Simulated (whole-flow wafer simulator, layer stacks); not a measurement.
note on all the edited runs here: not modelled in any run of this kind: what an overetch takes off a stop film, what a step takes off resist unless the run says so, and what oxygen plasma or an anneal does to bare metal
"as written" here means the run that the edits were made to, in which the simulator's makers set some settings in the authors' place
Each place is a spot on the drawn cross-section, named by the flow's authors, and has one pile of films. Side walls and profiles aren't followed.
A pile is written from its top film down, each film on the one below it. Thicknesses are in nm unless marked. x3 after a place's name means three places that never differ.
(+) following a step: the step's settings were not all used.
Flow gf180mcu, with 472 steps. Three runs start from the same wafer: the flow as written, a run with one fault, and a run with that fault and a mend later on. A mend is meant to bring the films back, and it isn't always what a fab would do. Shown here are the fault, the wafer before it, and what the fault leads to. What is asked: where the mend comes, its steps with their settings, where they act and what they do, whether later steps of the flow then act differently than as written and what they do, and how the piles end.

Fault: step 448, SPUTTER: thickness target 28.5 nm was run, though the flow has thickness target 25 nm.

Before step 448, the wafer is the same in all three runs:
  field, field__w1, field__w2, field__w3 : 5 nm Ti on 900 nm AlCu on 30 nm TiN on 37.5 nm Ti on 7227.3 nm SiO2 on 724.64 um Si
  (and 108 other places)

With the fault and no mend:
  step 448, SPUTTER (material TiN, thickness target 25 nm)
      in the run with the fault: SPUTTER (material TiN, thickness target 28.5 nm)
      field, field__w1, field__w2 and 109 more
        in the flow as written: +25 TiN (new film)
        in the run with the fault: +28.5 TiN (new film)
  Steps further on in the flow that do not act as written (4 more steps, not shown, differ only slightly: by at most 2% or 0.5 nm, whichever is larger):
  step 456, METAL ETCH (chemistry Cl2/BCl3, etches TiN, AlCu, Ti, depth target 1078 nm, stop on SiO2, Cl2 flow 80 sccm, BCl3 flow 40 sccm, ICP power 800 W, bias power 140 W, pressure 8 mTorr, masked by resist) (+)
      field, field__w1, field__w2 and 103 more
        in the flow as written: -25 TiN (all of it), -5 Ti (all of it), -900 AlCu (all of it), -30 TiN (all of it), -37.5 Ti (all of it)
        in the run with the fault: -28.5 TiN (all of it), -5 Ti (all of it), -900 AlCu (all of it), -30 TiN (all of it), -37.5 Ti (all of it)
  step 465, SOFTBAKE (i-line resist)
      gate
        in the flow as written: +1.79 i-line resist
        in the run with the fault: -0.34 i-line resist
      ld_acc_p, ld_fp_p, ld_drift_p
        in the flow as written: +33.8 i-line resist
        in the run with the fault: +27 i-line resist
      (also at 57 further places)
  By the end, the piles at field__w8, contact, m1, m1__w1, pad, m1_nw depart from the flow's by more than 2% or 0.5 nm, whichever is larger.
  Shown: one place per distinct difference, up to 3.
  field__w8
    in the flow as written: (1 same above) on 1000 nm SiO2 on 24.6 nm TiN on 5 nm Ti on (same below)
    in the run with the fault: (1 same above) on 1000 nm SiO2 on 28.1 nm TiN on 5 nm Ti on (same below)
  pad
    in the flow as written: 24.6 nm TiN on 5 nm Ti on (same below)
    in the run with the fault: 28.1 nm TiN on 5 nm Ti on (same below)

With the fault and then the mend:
  After step 448 comes the mend.
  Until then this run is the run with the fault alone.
  step 448a, METAL ETCH (chemistry Cl2/BCl3, etches TiN, AlCu, Ti, depth target 3.5 nm, Cl2 flow 80 sccm, BCl3 flow 40 sccm, ICP power 800 W, bias power 140 W, pressure 8 mTorr) (the flow's step 260 again, with other settings)
      field, field__w1, field__w2 and 109 more
        -3.5 TiN
  None of the later steps of the flow acts differently than as written at any place that is followed.
  The piles end the same as the flow's at every place that both follow.
